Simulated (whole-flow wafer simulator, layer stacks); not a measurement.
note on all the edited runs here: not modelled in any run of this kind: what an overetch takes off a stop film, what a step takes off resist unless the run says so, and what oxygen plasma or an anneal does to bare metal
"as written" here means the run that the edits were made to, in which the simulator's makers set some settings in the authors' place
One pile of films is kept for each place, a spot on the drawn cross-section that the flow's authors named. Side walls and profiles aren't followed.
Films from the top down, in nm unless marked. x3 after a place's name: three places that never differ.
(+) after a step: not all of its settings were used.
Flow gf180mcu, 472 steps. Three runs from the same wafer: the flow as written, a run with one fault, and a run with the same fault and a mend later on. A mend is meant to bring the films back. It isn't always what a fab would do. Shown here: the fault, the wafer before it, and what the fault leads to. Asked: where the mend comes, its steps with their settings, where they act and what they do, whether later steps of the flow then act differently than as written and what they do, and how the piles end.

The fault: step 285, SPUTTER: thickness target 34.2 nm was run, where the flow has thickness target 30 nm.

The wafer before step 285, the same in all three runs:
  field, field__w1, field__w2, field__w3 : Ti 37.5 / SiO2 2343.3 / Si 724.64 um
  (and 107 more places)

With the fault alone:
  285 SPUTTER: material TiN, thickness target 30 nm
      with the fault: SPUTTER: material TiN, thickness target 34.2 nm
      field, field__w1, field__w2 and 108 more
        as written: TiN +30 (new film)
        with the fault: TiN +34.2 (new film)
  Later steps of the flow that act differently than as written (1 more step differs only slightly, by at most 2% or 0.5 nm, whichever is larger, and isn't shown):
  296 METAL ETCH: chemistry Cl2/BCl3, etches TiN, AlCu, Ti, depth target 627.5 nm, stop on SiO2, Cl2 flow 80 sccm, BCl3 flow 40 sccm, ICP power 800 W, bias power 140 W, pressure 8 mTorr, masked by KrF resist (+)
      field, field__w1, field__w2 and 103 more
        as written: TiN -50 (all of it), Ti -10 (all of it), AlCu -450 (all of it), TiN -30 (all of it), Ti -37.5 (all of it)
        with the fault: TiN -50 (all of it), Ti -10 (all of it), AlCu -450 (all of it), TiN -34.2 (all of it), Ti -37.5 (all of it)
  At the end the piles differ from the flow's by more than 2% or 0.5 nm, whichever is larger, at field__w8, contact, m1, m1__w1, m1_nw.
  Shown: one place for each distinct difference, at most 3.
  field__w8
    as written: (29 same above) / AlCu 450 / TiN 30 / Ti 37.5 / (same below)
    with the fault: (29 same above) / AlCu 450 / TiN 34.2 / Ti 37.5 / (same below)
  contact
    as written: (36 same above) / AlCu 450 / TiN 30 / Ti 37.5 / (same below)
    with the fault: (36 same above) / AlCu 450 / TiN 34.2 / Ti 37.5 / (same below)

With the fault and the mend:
  The mend comes after step 285.
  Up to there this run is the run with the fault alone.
  285a METAL ETCH: chemistry Cl2/BCl3, etches TiN, AlCu, Ti, depth target 4.2 nm, Cl2 flow 80 sccm, BCl3 flow 40 sccm, ICP power 800 W, bias power 140 W, pressure 8 mTorr (the flow's step 260 once more, with other settings)
      field, field__w1, field__w2 and 108 more
        TiN -4.2
  No later step of the flow acts differently than as written at any place that is followed.
  At the end the piles are the same as the flow's at every place that both follow.
